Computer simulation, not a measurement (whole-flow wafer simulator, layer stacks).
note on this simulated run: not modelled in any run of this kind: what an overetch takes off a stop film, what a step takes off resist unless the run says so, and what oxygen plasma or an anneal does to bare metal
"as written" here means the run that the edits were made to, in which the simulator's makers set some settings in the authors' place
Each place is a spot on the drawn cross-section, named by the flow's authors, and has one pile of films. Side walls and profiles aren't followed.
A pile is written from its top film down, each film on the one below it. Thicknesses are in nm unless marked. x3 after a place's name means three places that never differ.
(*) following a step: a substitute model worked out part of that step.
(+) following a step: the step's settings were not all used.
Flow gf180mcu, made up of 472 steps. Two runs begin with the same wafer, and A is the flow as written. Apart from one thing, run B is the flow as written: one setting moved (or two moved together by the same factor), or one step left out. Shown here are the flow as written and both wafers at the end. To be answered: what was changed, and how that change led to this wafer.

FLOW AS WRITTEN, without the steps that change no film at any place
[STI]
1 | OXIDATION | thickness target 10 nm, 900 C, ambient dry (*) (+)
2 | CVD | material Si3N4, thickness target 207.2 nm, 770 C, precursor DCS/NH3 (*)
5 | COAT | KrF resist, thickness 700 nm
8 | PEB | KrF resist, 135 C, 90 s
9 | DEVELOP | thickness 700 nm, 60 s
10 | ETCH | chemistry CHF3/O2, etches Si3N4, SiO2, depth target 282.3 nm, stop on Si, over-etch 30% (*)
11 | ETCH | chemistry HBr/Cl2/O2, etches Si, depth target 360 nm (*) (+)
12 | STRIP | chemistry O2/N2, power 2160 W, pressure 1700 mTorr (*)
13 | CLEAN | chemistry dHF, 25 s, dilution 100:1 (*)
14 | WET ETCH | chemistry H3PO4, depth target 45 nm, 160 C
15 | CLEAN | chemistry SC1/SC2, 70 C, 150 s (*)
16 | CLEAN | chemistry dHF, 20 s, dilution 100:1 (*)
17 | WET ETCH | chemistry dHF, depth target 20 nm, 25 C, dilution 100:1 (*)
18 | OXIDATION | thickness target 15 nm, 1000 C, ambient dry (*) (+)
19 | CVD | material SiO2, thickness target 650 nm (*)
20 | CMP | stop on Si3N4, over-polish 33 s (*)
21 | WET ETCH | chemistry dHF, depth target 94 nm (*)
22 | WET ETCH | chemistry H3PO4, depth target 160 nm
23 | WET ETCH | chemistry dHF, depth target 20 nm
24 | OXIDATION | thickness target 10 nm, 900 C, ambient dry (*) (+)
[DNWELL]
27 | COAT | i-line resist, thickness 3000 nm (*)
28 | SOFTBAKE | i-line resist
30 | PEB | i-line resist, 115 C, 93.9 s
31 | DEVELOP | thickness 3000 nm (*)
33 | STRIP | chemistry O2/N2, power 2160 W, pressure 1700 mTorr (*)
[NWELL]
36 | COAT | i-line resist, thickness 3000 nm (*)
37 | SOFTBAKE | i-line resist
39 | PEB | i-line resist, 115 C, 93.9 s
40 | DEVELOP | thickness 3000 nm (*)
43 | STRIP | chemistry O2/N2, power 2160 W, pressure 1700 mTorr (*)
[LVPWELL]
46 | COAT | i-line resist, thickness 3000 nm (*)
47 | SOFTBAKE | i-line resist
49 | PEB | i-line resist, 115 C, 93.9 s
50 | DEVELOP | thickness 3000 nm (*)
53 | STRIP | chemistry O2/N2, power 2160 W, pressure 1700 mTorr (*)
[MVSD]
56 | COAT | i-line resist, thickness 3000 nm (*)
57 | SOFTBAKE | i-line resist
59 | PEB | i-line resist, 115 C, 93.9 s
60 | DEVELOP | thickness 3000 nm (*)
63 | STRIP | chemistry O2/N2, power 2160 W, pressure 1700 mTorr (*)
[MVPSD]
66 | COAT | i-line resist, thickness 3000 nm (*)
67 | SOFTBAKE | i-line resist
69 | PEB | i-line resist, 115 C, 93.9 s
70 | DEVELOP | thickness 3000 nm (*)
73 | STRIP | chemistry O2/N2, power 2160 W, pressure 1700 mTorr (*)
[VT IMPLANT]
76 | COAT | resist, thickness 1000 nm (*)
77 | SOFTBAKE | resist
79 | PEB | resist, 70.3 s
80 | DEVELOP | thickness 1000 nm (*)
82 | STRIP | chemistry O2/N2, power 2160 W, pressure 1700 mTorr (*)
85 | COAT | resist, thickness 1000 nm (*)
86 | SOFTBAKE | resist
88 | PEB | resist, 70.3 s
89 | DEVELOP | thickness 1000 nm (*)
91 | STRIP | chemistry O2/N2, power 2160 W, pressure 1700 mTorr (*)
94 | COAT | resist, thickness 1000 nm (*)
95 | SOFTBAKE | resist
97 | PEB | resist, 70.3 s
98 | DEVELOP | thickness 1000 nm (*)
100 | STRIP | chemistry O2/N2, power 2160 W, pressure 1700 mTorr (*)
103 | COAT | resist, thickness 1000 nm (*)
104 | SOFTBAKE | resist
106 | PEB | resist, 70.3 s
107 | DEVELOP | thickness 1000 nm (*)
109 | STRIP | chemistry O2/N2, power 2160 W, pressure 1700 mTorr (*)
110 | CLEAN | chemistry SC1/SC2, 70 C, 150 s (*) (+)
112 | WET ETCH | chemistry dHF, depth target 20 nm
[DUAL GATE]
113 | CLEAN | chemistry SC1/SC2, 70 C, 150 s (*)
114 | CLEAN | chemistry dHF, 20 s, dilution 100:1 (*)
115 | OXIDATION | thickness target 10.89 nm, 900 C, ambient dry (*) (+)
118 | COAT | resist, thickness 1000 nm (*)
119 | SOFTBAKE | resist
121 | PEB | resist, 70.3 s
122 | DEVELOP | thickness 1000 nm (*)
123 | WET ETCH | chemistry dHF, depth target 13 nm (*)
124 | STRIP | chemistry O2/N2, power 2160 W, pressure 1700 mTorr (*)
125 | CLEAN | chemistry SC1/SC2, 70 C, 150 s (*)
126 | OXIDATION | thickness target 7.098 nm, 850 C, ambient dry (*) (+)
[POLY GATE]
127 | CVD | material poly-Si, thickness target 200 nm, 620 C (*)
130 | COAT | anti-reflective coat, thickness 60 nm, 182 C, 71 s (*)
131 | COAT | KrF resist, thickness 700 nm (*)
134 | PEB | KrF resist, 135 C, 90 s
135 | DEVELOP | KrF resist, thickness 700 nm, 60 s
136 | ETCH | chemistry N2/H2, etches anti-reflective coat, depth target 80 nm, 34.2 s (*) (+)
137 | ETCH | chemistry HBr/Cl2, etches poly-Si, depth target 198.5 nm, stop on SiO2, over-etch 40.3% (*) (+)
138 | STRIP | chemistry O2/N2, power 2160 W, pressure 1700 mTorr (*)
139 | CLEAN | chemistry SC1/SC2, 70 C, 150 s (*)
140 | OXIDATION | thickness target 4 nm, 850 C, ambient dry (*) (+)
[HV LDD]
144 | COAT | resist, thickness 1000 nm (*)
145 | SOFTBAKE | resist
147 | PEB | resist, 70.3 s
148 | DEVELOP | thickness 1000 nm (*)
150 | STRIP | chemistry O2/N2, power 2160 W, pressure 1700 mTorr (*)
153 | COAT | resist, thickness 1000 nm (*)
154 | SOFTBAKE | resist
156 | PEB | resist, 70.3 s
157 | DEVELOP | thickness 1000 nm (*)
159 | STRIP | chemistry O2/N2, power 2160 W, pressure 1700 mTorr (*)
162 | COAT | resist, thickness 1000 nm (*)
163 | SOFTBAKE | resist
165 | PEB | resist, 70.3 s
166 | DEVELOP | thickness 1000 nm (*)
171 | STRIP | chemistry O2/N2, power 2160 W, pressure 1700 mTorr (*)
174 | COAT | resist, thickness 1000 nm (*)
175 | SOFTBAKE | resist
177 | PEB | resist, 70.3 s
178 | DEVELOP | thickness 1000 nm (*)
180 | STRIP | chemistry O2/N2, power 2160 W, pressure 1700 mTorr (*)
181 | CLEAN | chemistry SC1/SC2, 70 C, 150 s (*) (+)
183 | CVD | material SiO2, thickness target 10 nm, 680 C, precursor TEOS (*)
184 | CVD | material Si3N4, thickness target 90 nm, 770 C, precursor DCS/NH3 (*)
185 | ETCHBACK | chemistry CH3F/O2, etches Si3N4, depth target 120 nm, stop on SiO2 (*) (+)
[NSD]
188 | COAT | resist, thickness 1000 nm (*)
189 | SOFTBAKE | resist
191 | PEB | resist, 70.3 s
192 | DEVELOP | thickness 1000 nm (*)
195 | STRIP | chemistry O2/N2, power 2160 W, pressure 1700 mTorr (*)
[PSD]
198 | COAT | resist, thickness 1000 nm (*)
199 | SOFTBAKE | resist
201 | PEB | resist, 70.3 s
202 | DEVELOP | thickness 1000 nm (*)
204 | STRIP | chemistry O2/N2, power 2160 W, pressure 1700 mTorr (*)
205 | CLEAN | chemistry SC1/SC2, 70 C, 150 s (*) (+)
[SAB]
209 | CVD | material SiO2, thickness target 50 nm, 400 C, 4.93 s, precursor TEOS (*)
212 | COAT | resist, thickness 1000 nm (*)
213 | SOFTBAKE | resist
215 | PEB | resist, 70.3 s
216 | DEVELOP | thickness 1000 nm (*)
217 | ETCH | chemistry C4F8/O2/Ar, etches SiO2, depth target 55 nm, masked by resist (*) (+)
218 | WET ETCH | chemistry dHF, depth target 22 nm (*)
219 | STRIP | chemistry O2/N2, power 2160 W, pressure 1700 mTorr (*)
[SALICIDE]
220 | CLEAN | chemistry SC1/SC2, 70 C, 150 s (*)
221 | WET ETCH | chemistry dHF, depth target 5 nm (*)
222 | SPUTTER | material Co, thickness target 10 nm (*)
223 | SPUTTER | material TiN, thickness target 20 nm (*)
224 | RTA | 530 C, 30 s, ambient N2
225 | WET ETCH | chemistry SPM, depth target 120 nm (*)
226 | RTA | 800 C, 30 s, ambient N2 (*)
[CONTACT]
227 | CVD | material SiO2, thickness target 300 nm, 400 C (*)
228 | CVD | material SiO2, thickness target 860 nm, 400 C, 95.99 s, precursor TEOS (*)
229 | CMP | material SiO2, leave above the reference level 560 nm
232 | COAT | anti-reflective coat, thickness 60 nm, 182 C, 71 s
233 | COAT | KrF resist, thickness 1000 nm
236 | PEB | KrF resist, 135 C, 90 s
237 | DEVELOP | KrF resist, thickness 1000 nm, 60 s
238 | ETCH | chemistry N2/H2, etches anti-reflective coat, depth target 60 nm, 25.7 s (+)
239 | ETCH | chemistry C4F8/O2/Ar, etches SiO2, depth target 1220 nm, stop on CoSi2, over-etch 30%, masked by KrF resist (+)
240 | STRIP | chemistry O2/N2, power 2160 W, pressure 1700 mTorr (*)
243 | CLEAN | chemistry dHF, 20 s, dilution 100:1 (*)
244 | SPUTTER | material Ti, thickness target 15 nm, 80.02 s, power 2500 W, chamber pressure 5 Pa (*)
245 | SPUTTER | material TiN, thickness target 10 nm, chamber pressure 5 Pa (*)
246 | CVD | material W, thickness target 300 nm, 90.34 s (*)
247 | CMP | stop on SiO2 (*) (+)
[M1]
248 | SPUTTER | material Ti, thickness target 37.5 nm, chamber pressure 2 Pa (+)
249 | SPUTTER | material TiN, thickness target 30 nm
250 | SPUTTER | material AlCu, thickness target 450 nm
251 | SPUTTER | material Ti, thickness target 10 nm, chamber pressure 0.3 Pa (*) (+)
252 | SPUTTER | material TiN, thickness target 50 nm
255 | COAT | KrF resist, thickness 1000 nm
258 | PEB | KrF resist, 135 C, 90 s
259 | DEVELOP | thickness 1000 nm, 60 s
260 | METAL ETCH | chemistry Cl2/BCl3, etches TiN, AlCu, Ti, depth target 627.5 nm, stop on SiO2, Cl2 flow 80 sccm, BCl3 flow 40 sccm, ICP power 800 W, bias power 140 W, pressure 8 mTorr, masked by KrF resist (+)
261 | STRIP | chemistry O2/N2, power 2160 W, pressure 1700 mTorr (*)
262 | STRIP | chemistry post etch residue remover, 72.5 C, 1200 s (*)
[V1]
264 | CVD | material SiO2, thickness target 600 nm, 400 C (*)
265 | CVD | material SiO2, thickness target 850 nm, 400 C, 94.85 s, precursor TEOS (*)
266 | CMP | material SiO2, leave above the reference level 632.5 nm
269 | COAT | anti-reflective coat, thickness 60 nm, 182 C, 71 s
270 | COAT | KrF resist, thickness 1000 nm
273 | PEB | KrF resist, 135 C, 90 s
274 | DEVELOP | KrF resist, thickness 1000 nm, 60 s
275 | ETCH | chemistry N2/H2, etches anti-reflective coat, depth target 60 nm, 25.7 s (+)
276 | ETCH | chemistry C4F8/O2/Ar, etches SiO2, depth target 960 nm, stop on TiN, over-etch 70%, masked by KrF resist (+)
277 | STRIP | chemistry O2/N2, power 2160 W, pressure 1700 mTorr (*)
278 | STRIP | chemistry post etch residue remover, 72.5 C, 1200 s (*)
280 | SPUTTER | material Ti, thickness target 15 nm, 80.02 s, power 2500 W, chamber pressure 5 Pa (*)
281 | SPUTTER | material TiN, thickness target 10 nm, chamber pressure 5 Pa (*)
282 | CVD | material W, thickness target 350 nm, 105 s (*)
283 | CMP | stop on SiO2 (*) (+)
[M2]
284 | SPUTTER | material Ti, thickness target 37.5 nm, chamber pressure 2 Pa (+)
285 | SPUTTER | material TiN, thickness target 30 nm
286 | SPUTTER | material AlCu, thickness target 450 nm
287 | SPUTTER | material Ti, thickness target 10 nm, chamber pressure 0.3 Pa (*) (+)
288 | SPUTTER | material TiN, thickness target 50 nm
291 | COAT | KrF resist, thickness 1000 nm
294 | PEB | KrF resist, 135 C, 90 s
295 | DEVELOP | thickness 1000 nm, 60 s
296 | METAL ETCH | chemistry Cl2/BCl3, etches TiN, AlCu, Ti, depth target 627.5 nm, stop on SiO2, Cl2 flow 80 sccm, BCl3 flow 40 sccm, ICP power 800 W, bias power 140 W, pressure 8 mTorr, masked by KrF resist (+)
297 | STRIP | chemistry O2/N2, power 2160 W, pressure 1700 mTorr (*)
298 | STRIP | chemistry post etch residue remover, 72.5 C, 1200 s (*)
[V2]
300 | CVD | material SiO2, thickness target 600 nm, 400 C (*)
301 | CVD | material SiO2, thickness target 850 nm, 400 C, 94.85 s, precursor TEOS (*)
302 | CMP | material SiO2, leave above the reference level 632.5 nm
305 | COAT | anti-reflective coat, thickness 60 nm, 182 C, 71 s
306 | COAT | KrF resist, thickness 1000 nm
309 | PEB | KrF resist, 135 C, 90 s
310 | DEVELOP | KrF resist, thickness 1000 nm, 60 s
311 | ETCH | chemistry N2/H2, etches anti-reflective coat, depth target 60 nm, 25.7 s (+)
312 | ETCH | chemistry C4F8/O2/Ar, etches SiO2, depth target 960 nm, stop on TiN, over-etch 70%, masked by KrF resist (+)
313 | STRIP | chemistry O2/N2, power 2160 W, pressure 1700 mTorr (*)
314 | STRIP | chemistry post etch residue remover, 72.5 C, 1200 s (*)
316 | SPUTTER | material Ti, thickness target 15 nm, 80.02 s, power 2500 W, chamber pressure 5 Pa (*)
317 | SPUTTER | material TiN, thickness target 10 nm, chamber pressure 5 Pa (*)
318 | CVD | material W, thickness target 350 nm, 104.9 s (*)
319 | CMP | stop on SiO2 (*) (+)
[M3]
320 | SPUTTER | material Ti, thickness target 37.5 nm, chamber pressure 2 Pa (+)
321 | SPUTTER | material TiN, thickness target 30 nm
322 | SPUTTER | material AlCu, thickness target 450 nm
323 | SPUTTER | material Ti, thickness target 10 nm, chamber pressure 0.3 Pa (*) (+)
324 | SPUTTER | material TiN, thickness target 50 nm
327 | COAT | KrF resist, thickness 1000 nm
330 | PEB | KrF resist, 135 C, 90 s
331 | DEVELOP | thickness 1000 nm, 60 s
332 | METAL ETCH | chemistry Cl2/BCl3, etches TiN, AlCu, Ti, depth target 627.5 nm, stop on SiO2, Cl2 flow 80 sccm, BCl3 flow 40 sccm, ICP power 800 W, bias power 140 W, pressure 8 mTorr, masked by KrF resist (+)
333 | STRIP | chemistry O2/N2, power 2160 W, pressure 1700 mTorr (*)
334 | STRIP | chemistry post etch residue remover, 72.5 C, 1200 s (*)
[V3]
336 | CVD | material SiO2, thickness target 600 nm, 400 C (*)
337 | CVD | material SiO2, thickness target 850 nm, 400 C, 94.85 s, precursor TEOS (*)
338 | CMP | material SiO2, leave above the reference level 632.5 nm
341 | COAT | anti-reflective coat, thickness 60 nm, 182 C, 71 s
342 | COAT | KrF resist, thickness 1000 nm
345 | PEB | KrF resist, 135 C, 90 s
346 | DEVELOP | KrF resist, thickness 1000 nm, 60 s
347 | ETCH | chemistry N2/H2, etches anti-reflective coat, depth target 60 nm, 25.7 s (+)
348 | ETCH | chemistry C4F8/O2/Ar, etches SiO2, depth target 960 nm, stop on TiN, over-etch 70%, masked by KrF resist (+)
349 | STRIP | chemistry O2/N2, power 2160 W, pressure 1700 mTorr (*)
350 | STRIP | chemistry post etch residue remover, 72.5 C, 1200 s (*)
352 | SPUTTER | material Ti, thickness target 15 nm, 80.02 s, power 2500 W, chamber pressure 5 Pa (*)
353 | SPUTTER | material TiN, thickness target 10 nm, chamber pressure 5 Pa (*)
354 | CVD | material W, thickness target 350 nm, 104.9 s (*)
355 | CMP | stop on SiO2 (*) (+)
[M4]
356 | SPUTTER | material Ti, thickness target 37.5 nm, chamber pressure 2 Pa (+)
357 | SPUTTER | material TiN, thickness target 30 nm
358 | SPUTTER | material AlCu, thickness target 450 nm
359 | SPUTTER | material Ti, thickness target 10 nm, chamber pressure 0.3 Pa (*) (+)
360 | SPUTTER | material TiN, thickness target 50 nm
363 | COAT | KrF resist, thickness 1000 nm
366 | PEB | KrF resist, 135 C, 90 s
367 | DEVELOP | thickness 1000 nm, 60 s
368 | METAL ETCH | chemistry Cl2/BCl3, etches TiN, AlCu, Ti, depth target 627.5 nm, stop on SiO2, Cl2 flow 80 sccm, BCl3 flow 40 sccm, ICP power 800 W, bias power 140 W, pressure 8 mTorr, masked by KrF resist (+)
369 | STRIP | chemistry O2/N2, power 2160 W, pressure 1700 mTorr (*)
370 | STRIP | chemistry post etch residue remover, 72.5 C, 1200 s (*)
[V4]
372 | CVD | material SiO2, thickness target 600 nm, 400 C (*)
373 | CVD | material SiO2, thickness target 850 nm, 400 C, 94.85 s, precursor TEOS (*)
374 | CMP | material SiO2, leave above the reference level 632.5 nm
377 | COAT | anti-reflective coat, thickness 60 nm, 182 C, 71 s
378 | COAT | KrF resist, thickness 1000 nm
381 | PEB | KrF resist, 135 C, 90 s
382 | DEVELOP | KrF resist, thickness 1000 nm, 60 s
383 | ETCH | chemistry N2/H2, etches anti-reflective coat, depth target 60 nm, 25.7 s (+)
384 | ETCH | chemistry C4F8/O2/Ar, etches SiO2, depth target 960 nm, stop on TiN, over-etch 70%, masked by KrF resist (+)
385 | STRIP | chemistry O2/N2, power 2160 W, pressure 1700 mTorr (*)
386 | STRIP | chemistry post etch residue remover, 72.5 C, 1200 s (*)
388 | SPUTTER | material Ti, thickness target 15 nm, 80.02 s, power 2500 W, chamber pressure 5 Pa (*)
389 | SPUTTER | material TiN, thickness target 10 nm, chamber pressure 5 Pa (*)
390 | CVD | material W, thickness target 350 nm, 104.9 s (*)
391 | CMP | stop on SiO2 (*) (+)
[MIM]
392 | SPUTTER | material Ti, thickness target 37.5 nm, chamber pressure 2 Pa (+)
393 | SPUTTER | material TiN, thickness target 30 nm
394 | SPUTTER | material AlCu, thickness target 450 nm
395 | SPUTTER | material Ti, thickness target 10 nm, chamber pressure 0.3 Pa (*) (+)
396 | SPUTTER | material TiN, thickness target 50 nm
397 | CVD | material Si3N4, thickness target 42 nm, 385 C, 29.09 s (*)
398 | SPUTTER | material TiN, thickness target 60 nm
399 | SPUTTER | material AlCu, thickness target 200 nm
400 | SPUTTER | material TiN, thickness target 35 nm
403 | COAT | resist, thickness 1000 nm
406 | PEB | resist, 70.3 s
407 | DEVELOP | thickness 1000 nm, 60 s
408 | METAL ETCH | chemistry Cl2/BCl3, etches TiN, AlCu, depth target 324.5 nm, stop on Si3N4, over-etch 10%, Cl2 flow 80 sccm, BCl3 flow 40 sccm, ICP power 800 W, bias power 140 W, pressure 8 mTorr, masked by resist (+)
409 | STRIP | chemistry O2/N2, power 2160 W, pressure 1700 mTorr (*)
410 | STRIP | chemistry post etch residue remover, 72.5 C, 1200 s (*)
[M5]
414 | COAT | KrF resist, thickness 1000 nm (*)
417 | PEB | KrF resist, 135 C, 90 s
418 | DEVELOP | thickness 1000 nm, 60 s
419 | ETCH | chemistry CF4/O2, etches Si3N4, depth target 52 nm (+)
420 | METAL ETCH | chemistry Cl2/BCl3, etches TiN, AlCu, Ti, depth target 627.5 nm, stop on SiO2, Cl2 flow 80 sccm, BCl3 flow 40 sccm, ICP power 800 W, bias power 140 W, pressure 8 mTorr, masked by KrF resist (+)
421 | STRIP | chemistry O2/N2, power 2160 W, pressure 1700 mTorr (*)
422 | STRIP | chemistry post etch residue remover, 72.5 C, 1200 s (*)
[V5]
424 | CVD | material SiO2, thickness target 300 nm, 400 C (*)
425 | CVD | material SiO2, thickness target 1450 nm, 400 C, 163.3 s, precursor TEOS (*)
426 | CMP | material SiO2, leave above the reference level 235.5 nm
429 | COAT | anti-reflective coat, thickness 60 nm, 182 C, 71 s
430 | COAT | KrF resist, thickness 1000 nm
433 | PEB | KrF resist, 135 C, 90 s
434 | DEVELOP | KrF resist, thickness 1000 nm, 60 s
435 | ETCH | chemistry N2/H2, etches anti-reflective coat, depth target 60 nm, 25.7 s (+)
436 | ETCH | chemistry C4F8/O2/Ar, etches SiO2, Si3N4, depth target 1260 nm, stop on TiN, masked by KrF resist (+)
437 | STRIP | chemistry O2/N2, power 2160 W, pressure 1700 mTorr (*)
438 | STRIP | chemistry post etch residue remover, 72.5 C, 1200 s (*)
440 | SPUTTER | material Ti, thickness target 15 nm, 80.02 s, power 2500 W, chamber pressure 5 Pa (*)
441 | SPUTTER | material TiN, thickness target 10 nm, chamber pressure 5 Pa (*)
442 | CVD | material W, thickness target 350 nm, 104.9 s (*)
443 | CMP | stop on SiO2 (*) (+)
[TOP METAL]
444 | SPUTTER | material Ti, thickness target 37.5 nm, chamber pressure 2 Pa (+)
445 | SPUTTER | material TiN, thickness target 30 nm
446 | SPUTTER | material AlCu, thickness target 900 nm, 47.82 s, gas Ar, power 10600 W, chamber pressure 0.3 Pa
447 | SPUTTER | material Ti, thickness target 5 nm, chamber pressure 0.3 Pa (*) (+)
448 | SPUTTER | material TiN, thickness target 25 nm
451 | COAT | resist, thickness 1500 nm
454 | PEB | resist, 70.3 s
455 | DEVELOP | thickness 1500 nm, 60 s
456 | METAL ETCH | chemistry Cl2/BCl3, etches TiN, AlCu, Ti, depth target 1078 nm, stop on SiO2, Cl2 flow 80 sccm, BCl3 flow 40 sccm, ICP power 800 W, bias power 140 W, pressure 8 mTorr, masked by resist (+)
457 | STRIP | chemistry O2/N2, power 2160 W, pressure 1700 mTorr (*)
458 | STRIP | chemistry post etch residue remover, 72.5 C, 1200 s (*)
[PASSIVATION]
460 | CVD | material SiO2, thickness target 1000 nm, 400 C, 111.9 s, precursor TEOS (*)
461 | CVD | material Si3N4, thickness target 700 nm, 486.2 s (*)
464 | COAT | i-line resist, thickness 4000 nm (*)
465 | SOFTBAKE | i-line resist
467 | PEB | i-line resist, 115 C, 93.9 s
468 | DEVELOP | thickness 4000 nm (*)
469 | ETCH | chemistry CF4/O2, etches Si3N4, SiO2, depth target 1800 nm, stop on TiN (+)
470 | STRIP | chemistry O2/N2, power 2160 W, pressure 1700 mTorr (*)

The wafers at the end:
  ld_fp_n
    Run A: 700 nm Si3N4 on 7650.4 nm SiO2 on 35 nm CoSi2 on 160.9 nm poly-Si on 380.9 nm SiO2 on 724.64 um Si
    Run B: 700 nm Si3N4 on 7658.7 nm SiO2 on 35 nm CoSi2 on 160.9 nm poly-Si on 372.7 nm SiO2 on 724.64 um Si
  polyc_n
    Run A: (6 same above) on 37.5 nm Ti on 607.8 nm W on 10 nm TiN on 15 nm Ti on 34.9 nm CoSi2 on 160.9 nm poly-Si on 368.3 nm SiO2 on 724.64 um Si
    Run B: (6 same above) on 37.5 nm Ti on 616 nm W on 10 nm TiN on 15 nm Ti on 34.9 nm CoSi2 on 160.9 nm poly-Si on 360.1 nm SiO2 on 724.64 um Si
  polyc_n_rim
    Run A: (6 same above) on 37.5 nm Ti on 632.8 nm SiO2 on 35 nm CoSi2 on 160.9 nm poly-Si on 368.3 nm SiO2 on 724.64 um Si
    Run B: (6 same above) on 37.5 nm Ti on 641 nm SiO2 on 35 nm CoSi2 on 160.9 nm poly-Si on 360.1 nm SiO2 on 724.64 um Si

Cause: step 112, WET ETCH: depth target 27.5 nm was run, whereas the flow has depth target 20 nm.

How this came from the change, step by step:
  112 | WET ETCH | chemistry dHF, depth target 20 nm
      field, field__w2, field__w3 and 36 more: A SiO2 loses 22 | B SiO2 loses 30.3
      field_sub, mim_1p0, pad, dice_street, iso_fld_sub, ldn_fld, ldp_fld: A SiO2 loses 22 | B SiO2 loses 30.2
  130 | COAT | anti-reflective coat, thickness 60 nm, 182 C, 71 s (*)
      p_well, spacer, sd_n: A anti-reflective coat gains 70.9 (new film) | B anti-reflective coat gains 63 (new film)
      ldn_ch, ldp_ch: A anti-reflective coat gains 66.7 (new film) | B anti-reflective coat gains 63.9 (new film)
      (and at 68 other places as well)
  136 | ETCH | chemistry N2/H2, etches anti-reflective coat, depth target 80 nm, 34.2 s (*) (+)
      p_well, spacer, sd_n: A anti-reflective coat loses 70.9 (all of it), poly-Si loses 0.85 | B anti-reflective coat loses 63 (all of it), poly-Si loses 1.05
      field__w1: A anti-reflective coat loses 50.8 (all of it), poly-Si loses 1.37 | B anti-reflective coat loses 54.3 (all of it), poly-Si loses 1.27
      (and at 48 other places as well)
  138 | STRIP | chemistry O2/N2, power 2160 W, pressure 1700 mTorr (*)
      gate: A chemical SiO2 gains 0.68 (new film), KrF resist loses 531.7 (all of it), anti-reflective coat loses 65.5 (all of it), poly-Si loses 0.3 | B chemical SiO2 gains 0.69 (new film), KrF resist loses 530.9 (all of it), anti-reflective coat loses 61.9 (all of it), poly-Si loses 0.3
      gate_hv: A chemical SiO2 gains 0.68 (new film), KrF resist loses 528.4 (all of it), anti-reflective coat loses 61 (all of it), poly-Si loses 0.3 | B chemical SiO2 gains 0.69 (new film), KrF resist loses 526.5 (all of it), anti-reflective coat loses 59.7 (all of it), poly-Si loses 0.3
      (and at 19 other places as well)
  145 | SOFTBAKE | resist
      field: A resist loses 0.3 | B resist gains 2.76
  154 | SOFTBAKE | resist
      field: A resist loses 0.3 | B resist gains 2.76
  163 | SOFTBAKE | resist
      field: A resist loses 0.3 | B resist gains 2.76
  175 | SOFTBAKE | resist
      field: A resist loses 0.3 | B resist gains 2.76
  189 | SOFTBAKE | resist
      active_hv: A resist gains 2.68 | B resist loses 0.6
      nw_enc_fld_lv__w3: A resist gains 2.11 | B resist loses 1.67
  199 | SOFTBAKE | resist
      active_hv: A resist gains 2.68 | B resist loses 0.6
      nw_enc_fld_lv__w3: A resist gains 2.11 | B resist loses 1.67
  213 | SOFTBAKE | resist
      field__w8: A resist loses 1.94 | B resist loses 2.46
  218 | WET ETCH | chemistry dHF, depth target 22 nm (*)
      sd_p_hv: A SiO2 loses 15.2 (all of it) | B SiO2 loses 16 (all of it)
  223 | SPUTTER | material TiN, thickness target 20 nm (*)
      field__w12: A TiN gains 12 (new film) | B TiN gains 12.7 (new film)
  225 | WET ETCH | chemistry SPM, depth target 120 nm (*)
      field__w12: A TiN loses 12 (all of it), Co loses 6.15 (all of it) | B TiN loses 12.7 (all of it), Co loses 6.17 (all of it)
  229 | CMP | material SiO2, leave above the reference level 560 nm
      ldn_sep__w1, ldn_sep__w2, ldn_dft and 8 more: A SiO2 loses 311 | B SiO2 loses 302.8
      sti, mim_1p0, pad, dice_street, iso_nw_fld, iso_fld_sub: A SiO2 loses 296.8 | B SiO2 loses 288.6
      (and at 38 other places as well)
